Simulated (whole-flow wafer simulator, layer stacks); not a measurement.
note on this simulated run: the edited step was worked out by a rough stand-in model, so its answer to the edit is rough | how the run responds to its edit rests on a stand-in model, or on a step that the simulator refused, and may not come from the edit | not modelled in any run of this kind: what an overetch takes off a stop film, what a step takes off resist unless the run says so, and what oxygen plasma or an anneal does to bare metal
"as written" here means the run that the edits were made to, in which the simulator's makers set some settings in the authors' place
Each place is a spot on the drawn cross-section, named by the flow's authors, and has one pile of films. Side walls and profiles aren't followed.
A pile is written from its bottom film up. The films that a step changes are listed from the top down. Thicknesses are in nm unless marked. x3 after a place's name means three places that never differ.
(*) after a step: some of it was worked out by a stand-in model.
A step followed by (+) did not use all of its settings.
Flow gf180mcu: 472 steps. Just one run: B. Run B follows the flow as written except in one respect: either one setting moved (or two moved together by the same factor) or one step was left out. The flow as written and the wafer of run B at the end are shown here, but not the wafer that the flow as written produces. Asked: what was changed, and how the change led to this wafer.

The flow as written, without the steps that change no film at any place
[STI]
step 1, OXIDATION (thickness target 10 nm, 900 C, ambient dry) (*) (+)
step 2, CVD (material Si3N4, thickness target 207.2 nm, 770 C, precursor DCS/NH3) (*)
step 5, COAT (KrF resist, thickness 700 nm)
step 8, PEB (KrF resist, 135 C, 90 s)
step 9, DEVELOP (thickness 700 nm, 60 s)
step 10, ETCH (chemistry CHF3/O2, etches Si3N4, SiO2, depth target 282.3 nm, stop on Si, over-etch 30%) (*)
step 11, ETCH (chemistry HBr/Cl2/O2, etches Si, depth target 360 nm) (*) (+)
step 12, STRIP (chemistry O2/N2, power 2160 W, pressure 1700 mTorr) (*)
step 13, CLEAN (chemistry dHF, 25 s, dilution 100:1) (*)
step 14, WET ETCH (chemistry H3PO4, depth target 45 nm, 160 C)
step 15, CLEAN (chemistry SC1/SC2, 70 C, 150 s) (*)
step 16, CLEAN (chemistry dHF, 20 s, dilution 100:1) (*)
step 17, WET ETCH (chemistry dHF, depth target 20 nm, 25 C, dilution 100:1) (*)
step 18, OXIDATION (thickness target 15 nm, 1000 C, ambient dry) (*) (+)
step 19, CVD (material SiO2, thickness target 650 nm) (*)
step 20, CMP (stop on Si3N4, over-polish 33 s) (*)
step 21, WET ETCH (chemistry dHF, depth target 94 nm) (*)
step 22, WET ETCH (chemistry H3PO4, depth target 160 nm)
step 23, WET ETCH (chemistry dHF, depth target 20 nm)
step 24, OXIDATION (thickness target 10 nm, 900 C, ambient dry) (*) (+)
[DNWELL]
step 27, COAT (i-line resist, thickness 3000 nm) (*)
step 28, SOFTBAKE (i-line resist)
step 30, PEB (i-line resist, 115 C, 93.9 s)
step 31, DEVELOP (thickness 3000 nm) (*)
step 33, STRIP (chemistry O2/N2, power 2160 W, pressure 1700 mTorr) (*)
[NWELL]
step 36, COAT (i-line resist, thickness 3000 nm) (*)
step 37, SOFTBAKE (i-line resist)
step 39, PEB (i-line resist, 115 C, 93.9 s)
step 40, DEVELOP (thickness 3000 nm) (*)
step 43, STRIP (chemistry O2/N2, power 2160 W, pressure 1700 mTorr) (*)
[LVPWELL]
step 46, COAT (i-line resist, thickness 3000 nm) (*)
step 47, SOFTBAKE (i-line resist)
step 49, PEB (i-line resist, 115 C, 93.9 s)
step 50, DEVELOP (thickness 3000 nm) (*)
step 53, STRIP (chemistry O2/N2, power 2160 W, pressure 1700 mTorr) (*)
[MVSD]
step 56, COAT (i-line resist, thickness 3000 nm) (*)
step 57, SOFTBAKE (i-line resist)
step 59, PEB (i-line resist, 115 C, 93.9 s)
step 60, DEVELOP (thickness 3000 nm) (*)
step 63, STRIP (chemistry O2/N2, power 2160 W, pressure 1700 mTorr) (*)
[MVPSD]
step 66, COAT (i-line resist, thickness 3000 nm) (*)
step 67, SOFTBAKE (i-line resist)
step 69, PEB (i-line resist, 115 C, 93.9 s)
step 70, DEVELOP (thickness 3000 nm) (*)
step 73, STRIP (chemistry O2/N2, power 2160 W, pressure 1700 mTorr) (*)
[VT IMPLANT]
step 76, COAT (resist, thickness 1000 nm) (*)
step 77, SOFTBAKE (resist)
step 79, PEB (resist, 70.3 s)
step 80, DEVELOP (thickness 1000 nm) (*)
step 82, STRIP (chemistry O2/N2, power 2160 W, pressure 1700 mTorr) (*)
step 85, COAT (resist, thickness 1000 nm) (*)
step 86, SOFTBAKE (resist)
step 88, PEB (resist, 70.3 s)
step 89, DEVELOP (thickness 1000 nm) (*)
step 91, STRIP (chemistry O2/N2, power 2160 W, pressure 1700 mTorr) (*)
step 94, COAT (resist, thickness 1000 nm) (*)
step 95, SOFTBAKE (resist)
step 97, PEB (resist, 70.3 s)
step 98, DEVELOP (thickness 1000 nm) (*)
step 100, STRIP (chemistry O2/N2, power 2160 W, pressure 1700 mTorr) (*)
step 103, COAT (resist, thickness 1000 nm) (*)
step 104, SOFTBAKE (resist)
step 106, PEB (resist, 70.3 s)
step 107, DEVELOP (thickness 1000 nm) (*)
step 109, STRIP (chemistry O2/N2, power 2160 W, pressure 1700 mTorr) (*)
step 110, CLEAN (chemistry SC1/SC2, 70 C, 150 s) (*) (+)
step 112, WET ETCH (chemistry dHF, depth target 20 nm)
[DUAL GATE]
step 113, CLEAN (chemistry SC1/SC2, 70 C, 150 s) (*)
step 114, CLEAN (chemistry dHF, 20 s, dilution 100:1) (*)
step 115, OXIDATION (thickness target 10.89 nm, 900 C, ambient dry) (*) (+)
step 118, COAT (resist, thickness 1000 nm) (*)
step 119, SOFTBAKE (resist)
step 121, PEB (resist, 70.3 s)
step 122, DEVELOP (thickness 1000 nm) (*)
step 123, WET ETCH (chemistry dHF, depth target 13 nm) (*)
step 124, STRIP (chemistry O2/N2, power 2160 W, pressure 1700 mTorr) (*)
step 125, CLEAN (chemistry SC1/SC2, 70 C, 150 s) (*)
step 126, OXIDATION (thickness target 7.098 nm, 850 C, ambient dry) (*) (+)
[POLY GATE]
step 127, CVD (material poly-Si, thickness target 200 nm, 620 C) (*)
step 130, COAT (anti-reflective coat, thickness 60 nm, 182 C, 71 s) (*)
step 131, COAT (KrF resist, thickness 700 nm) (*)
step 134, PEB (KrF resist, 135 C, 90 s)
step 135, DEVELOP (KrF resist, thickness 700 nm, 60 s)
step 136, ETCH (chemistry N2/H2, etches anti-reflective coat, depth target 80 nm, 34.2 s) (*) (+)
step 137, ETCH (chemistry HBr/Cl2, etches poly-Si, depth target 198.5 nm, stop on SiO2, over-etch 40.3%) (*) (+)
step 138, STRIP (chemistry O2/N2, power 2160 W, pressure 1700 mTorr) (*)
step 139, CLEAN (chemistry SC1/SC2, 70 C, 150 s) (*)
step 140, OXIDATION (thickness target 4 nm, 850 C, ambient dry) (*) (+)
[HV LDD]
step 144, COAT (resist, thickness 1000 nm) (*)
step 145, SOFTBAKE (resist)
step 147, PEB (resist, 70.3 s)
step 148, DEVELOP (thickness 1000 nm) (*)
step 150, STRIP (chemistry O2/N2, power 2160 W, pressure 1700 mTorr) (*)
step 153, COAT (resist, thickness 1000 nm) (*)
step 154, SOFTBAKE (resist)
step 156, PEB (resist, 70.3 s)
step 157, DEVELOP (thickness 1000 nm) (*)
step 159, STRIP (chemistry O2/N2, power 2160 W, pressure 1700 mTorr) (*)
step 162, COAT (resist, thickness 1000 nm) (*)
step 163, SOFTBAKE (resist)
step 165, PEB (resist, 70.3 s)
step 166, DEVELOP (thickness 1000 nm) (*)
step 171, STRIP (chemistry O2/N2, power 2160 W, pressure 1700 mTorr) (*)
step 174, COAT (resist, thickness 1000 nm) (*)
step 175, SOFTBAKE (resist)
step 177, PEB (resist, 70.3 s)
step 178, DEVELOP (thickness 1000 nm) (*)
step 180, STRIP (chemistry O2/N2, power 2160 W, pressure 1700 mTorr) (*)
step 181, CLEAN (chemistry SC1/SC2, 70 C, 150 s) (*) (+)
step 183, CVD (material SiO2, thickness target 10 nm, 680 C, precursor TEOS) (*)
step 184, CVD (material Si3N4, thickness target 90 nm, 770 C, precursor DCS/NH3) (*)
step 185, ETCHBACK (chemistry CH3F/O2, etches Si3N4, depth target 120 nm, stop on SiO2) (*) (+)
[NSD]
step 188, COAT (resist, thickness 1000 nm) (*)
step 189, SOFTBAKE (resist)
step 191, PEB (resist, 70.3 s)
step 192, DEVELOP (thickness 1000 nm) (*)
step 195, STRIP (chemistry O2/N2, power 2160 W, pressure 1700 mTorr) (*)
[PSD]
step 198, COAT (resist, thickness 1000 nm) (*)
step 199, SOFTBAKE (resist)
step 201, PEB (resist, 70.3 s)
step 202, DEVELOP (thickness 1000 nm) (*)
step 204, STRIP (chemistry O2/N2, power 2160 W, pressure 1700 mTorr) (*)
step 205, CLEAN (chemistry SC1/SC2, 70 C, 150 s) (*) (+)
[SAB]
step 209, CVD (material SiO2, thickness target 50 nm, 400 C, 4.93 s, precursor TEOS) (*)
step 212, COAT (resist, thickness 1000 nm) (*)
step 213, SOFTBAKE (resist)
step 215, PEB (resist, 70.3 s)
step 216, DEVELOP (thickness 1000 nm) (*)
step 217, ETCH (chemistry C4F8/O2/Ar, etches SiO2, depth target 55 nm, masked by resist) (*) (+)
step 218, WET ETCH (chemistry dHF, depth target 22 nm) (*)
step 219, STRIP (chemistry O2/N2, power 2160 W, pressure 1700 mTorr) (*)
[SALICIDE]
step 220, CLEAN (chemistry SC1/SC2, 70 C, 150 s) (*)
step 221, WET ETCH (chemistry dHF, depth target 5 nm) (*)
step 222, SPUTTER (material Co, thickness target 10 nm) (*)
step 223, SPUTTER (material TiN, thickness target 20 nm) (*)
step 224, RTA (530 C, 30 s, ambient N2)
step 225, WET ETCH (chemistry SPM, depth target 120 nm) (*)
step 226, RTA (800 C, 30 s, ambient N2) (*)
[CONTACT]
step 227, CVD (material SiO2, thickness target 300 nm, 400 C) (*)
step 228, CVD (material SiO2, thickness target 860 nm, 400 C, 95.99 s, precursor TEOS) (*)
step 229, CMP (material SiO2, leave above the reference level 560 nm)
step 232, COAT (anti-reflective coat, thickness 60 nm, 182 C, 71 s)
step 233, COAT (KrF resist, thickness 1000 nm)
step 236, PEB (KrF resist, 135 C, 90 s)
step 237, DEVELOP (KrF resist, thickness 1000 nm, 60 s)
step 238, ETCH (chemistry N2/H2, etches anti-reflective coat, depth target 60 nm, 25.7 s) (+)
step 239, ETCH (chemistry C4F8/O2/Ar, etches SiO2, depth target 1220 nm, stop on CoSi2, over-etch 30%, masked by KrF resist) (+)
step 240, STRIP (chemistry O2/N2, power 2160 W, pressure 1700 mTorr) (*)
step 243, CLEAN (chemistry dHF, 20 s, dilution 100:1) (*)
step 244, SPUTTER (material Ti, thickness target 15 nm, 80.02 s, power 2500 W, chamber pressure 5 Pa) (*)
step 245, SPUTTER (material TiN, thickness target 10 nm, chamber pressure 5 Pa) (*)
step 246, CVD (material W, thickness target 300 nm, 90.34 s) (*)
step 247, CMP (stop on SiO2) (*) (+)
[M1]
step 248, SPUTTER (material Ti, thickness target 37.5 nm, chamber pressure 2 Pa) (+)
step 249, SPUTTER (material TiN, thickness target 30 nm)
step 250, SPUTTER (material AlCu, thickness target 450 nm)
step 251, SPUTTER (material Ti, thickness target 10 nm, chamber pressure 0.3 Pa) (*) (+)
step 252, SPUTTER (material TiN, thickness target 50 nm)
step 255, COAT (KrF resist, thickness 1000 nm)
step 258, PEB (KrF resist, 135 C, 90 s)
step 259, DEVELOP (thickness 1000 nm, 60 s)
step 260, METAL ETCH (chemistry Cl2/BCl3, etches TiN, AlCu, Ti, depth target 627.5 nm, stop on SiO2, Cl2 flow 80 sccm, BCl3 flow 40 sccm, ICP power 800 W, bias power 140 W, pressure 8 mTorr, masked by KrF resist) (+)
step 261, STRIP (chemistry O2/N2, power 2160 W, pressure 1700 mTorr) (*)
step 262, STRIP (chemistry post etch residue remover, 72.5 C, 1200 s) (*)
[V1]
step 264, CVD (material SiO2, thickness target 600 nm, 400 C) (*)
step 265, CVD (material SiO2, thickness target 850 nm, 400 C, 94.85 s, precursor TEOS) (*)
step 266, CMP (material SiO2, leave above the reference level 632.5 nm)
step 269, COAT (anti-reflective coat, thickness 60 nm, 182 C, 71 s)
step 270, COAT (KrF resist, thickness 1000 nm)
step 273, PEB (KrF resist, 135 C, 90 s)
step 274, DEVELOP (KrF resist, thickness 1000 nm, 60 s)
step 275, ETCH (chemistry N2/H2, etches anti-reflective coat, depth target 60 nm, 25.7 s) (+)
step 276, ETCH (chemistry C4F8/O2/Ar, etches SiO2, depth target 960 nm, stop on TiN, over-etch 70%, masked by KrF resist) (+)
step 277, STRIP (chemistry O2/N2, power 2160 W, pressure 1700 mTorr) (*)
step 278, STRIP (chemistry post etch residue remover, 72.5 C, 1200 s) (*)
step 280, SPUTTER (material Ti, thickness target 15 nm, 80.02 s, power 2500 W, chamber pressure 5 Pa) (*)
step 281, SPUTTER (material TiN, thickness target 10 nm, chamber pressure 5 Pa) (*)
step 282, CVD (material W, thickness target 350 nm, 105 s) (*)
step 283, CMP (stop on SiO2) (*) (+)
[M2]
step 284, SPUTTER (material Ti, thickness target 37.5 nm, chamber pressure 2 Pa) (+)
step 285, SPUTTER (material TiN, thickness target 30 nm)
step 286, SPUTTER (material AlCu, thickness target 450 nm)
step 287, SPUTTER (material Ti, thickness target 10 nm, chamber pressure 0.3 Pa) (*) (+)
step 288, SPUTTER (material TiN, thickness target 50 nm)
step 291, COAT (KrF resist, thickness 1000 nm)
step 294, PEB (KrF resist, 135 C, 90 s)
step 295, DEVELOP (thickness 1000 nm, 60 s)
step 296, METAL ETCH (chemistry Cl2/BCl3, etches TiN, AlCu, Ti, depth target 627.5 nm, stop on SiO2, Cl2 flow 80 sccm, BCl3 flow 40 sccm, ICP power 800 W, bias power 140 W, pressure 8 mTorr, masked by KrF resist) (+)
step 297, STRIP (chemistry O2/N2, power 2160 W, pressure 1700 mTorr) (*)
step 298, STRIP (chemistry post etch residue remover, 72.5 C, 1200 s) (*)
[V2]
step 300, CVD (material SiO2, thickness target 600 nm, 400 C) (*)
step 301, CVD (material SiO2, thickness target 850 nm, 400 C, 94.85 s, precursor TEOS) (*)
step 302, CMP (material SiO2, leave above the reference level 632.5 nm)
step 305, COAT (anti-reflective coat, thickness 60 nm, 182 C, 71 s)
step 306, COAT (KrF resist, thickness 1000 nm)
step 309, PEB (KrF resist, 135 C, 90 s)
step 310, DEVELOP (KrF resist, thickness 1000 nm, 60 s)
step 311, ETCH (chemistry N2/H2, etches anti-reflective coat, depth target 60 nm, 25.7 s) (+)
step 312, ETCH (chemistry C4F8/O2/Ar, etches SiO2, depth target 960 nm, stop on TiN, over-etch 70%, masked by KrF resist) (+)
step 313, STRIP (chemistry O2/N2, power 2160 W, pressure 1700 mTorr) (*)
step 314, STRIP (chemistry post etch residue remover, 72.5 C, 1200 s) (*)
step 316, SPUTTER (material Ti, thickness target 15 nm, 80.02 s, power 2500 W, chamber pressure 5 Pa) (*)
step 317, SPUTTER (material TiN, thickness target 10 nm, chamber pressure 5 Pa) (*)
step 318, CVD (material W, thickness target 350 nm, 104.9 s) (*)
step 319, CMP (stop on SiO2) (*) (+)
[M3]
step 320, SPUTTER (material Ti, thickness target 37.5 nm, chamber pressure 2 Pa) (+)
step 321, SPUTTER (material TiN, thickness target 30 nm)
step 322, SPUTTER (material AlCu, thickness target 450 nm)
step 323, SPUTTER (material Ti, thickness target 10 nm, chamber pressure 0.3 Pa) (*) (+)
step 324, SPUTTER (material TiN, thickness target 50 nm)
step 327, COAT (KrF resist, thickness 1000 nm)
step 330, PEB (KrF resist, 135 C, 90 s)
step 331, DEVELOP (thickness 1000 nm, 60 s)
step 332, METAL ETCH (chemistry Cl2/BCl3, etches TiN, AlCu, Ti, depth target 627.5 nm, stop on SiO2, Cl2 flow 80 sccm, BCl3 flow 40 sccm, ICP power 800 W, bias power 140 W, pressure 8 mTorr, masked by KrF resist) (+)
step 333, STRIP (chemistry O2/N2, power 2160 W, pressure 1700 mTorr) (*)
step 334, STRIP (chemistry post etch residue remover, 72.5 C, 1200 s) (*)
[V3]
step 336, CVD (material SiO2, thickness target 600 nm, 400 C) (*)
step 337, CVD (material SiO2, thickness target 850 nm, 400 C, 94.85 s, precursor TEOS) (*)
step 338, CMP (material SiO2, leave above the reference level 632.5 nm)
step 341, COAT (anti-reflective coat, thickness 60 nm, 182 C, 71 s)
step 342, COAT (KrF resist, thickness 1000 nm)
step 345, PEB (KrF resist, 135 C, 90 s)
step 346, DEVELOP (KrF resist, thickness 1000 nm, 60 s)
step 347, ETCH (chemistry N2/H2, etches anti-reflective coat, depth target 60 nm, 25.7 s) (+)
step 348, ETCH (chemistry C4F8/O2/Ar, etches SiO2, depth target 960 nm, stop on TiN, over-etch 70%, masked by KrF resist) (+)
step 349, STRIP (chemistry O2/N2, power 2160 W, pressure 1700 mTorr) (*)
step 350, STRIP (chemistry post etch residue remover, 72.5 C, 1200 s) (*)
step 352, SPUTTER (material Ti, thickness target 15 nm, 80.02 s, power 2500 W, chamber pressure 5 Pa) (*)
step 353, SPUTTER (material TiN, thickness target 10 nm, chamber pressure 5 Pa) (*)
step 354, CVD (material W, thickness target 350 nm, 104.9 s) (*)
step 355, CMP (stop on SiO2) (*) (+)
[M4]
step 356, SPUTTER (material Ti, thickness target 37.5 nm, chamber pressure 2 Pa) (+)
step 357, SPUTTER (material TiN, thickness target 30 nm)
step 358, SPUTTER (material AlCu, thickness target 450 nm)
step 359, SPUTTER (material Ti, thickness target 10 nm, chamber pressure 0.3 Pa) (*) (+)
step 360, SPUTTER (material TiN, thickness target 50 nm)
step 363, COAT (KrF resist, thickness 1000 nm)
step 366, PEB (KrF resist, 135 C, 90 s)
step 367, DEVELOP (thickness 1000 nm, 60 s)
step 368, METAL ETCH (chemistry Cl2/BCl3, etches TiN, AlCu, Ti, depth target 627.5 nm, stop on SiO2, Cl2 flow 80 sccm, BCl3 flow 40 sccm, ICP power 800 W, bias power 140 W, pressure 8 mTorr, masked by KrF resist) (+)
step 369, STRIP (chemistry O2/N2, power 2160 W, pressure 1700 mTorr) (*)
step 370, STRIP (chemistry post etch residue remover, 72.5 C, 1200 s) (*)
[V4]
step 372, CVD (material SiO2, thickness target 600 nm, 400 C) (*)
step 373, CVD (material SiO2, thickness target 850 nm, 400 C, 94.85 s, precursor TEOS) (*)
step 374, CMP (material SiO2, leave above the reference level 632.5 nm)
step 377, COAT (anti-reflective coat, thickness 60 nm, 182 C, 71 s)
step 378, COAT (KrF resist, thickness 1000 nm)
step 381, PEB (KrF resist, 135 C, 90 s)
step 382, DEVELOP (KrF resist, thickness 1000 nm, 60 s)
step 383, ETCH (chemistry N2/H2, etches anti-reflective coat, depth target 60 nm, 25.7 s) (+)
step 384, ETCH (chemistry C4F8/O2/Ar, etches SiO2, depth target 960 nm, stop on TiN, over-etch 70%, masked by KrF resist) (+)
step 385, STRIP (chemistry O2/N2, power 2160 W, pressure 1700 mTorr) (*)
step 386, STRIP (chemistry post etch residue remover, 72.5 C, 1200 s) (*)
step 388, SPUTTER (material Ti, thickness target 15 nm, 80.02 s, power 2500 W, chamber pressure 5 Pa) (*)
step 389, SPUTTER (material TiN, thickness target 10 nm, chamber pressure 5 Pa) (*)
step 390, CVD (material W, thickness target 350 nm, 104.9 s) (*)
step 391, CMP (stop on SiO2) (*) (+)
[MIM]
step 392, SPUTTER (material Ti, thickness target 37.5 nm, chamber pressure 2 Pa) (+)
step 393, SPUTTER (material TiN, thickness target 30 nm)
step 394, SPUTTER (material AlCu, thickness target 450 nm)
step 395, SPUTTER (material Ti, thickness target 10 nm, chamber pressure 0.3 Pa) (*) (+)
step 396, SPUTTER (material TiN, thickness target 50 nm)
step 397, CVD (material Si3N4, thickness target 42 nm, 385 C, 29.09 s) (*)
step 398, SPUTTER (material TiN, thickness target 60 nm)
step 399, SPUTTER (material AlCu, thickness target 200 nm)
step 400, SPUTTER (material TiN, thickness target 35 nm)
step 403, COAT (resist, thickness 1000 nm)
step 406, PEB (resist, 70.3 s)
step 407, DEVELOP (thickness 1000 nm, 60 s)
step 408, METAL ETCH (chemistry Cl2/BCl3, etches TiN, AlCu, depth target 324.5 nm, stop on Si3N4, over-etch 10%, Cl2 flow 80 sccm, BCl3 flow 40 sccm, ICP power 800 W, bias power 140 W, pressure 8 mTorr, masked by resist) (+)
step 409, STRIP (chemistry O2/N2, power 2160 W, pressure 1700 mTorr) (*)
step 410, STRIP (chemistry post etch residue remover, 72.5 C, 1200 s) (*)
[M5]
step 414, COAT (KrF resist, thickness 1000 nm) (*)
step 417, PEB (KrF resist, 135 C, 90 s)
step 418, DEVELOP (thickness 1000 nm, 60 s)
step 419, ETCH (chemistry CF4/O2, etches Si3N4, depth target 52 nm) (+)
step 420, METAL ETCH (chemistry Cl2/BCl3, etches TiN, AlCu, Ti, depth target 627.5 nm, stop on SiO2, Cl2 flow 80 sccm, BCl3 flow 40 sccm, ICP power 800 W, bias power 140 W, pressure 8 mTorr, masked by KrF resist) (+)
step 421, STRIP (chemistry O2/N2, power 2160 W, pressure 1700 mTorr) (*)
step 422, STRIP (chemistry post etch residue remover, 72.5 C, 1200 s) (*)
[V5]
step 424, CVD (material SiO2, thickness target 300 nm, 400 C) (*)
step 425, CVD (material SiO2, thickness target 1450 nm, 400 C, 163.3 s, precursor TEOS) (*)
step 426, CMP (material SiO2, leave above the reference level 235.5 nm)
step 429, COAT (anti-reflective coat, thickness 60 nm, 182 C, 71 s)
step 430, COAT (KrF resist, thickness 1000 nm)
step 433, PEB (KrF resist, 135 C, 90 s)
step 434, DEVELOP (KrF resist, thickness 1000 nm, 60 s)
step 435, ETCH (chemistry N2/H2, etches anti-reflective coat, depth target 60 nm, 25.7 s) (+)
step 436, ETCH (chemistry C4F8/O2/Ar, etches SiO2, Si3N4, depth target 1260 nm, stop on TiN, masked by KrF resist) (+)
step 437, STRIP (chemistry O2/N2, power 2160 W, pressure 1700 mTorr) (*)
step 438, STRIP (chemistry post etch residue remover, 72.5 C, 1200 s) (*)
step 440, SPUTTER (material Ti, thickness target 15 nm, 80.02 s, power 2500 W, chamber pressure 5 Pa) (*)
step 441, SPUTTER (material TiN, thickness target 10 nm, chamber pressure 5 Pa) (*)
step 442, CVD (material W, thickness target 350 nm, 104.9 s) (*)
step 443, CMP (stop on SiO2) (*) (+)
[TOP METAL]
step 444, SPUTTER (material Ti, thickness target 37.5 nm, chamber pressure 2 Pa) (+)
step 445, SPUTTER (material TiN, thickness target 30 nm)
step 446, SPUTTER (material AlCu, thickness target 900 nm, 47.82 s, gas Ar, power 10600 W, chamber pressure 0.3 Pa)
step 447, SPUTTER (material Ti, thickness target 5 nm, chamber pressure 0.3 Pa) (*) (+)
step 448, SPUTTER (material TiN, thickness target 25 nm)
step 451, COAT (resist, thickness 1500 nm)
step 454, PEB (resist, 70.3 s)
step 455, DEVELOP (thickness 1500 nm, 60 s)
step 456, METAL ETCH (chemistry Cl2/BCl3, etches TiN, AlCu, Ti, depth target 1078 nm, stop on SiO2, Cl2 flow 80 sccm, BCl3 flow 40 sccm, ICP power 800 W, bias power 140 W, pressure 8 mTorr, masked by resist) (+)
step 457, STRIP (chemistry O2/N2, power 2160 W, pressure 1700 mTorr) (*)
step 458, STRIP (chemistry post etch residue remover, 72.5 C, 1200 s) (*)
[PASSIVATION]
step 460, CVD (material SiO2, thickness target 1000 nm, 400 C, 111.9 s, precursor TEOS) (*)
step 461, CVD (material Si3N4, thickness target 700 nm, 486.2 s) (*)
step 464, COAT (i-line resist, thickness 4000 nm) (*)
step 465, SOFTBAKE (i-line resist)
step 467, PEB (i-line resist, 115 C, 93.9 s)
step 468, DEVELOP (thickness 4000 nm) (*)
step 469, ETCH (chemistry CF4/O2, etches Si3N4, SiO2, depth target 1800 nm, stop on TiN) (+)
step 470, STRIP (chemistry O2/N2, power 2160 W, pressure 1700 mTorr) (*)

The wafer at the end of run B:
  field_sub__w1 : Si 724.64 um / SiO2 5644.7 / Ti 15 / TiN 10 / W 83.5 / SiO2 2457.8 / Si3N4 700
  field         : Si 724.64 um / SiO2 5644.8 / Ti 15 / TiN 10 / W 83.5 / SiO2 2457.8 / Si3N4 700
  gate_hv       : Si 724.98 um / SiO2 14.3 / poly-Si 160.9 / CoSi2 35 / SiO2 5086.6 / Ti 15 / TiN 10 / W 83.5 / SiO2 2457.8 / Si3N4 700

Cause: step 373, CVD: thickness target 400 nm was run, though the flow has thickness target 850 nm; step 373, CVD: 44.58 s was run, where the flow has 94.85 s.

Step by step, how the change led to this:
  step 373, CVD (material SiO2, thickness target 850 nm, 400 C, 94.85 s, precursor TEOS) (*)
      field, field__w1, field__w2 and 108 more: +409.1 SiO2 (in the flow as written it would be: +850 SiO2)
  step 374, CMP (material SiO2, leave above the reference level 632.5 nm)
      field, field__w1, field__w2 and 103 more: nothing (in the flow as written it would be: -300 SiO2)
      field__w8, contact, m1, m1__w1, m1_nw: -436.1 SiO2 (in the flow as written it would be: -877.1 SiO2)
  step 377, COAT (anti-reflective coat, thickness 60 nm, 182 C, 71 s)
      gate, gate_nat: +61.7 anti-reflective coat (new film) (in the flow as written it would be: +60 anti-reflective coat (new film))
      field: +117.1 anti-reflective coat (new film) (in the flow as written it would be: +60 anti-reflective coat (new film))
      (also at 19 further places)
  step 378, COAT (KrF resist, thickness 1000 nm)
      field: +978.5 KrF resist (new film) (in the flow as written it would be: +1000 KrF resist (new film))
      field__w1: +976.1 KrF resist (new film) (in the flow as written it would be: +1000 KrF resist (new film))
      (also at 12 further places)
  step 381, PEB (KrF resist, 135 C, 90 s)
      polyc_n, polyc_n_rim: -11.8 KrF resist (in the flow as written it would be: -10.5 KrF resist)
      contact: -9.39 KrF resist (in the flow as written it would be: -10.5 KrF resist)
      (also at 5 further places)
  step 382, DEVELOP (KrF resist, thickness 1000 nm, 60 s)
      contact: -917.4 KrF resist (all of it) (in the flow as written it would be: -989.5 KrF resist (all of it))
  step 383, ETCH (chemistry N2/H2, etches anti-reflective coat, depth target 60 nm, 25.7 s) (+)
      contact: -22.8 anti-reflective coat (all of it), -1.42 SiO2 (in the flow as written it would be: -60 anti-reflective coat (all of it), -0.46 SiO2)
  step 385, STRIP (chemistry O2/N2, power 2160 W, pressure 1700 mTorr) (*)
      field: -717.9 KrF resist (all of it), -117.1 anti-reflective coat (all of it) (in the flow as written it would be: -739.2 KrF resist (all of it), -60 anti-reflective coat (all of it))
      field__w1: -715.5 KrF resist (all of it), -87.2 anti-reflective coat (all of it) (in the flow as written it would be: -739.2 KrF resist (all of it), -60 anti-reflective coat (all of it))
      (also at 19 further places)
  step 388, SPUTTER (material Ti, thickness target 15 nm, 80.02 s, power 2500 W, chamber pressure 5 Pa) (*)
      contact: +10.5 Ti (new film) (in the flow as written it would be: +9.65 Ti (new film))
  step 389, SPUTTER (material TiN, thickness target 10 nm, chamber pressure 5 Pa) (*)
      contact: +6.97 TiN (new film) (in the flow as written it would be: +6.4 TiN (new film))
  step 390, CVD (material W, thickness target 350 nm, 104.9 s) (*)
      contact: +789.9 W (new film) (in the flow as written it would be: +932.3 W (new film))
  step 391, CMP (stop on SiO2) (*) (+)
      field, field__w1, field__w2 and 103 more: -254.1 W (in the flow as written it would be: -350 W (all of it), -10 TiN (all of it), -15 Ti (all of it), -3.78 SiO2)
      field__w8, m1, m1__w1, m1_nw: -350 W (all of it), -10 TiN (all of it), -15 Ti (all of it), -20 SiO2 (in the flow as written it would be: -350 W (all of it), -10 TiN (all of it), -15 Ti (all of it), -3.78 SiO2)
      (also at 1 further place)
  step 420, METAL ETCH (chemistry Cl2/BCl3, etches TiN, AlCu, Ti, depth target 627.5 nm, stop on SiO2, Cl2 flow 80 sccm, BCl3 flow 40 sccm, ICP power 800 W, bias power 140 W, pressure 8 mTorr, masked by KrF resist) (+)
      field, field__w1, field__w2 and 101 more: -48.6 TiN (all of it), -10 Ti (all of it), -450 AlCu (all of it), -30 TiN (all of it), -37.5 Ti (all of it), -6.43 W (in the flow as written it would be: -48.6 TiN (all of it), -10 Ti (all of it), -450 AlCu (all of it), -30 TiN (all of it), -37.5 Ti (all of it))
  step 422, STRIP (chemistry post etch residue remover, 72.5 C, 1200 s) (*)
      field, field__w1, field__w2 and 101 more: -6.01 W (in the flow as written it would be: nothing)
  step 424, CVD (material SiO2, thickness target 300 nm, 400 C) (*)
      field, field__w1, field__w2 and 101 more: +300 SiO2 (new film) (in the flow as written it would be: +300 SiO2)
  step 426, CMP (material SiO2, leave above the reference level 235.5 nm)
      field, field__w1, field__w5 and 92 more: -288.4 SiO2 (in the flow as written it would be: -300.8 SiO2)
      field__w2, field__w3, field__w12 and 6 more: -259.7 SiO2 (in the flow as written it would be: -272.7 SiO2)
With metal films that touch counted as one body, field_sub__w1 has 1 body; the flow as written gives 0 bodies.
With metal films that touch counted as one body, field has 1 body; the flow as written gives 0 bodies.
With metal films that touch counted as one body, gate_hv has 2 bodies (between them, from the top down: SiO2 5086.6); the flow as written gives 1 body.
